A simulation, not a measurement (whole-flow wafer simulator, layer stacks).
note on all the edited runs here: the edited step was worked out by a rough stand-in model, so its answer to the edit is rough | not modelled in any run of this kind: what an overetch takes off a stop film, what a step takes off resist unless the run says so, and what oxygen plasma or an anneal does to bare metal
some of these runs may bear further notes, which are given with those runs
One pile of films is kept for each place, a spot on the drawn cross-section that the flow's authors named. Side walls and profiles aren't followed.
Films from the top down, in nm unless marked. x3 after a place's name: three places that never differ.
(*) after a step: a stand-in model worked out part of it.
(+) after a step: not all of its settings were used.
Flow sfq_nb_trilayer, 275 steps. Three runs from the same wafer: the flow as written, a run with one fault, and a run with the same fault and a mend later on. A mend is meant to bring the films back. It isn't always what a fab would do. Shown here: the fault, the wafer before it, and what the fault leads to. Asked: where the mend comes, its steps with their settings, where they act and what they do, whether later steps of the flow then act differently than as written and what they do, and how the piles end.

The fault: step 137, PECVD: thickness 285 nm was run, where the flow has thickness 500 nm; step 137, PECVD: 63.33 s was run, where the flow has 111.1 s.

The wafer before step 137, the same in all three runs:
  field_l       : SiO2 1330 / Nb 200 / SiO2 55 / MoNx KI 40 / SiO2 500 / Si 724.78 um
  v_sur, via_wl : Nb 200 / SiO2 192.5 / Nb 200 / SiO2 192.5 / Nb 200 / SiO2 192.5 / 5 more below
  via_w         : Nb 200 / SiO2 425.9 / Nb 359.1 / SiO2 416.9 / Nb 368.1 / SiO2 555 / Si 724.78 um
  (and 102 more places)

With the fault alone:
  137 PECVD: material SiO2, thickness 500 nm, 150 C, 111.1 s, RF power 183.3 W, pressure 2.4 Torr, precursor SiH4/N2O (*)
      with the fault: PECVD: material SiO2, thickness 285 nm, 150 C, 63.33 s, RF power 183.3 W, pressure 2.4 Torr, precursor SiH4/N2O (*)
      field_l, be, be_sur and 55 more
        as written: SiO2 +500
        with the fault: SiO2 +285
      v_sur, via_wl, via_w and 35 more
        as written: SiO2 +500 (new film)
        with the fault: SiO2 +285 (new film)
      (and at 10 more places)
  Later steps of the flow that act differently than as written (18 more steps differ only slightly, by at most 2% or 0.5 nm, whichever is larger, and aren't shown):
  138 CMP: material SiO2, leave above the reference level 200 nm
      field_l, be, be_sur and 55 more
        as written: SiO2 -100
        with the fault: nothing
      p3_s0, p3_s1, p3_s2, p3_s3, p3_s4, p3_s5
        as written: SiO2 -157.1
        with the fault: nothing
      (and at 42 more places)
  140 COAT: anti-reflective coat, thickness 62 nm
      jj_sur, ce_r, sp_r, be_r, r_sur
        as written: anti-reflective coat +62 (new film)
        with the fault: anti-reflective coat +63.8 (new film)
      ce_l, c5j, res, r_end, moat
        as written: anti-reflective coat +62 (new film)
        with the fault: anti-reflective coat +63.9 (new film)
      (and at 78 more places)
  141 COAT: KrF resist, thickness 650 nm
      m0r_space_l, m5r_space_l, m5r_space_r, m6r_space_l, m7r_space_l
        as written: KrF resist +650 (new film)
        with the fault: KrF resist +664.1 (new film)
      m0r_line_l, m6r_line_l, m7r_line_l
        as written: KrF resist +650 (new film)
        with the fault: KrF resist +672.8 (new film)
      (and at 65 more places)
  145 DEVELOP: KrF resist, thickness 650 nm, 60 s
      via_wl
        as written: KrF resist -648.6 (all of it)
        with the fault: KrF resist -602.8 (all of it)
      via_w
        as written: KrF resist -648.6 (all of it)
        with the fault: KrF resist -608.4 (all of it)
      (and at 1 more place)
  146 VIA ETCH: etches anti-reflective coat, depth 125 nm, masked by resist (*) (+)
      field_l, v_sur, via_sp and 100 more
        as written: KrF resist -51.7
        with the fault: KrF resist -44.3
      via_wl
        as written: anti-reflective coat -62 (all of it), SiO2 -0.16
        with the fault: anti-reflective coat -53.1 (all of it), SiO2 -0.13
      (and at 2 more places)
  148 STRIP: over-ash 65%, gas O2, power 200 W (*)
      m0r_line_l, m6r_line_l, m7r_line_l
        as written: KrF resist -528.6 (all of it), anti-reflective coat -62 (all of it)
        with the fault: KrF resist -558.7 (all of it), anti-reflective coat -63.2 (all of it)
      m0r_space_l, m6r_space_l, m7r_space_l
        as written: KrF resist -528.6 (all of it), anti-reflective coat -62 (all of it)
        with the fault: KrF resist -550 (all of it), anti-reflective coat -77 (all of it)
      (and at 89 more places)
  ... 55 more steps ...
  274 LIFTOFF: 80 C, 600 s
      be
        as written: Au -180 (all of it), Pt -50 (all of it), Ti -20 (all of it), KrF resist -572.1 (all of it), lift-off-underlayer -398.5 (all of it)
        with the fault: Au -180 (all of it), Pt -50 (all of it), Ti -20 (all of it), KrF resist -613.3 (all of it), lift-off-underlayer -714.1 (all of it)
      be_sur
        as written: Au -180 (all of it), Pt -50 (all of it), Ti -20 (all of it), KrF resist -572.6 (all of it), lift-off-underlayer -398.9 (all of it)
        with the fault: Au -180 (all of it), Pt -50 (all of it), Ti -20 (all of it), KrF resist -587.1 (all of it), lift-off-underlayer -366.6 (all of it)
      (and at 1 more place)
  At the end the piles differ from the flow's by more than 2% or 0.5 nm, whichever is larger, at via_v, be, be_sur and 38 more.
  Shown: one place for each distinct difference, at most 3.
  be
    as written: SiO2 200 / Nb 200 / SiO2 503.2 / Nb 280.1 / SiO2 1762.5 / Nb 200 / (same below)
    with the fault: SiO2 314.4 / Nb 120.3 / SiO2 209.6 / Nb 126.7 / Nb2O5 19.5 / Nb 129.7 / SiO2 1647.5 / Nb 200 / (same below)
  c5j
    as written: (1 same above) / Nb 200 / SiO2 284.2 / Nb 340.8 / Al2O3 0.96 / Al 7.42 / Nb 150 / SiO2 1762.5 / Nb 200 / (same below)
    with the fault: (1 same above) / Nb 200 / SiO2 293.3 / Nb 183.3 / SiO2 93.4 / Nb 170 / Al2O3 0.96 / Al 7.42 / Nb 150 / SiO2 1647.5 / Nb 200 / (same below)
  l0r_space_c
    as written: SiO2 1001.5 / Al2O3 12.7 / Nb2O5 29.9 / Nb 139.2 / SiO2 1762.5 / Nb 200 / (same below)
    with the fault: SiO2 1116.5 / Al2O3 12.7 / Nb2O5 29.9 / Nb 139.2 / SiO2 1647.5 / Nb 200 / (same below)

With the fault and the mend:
  The mend comes after step 137.
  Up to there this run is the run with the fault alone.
  137a PECVD: material SiO2, thickness 215 nm, 150 C, 47.78 s, RF power 183.3 W, pressure 2.4 Torr, precursor SiH4/N2O (*) (the flow's step 137 once more, with other settings)
      field_l, v_sur, via_wl and 99 more
        SiO2 +215
      lsp_r, l0_sur, l0v
        SiO2 +211.7
      via_v
        SiO2 +190.3
  Later steps of the flow that act differently than as written:
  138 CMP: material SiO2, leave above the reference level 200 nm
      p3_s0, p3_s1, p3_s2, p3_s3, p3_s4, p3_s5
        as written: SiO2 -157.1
        with the mend: SiO2 -100
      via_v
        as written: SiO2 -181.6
        with the mend: SiO2 -0.12
  At the end the piles are the same as the flow's at every place that both follow.
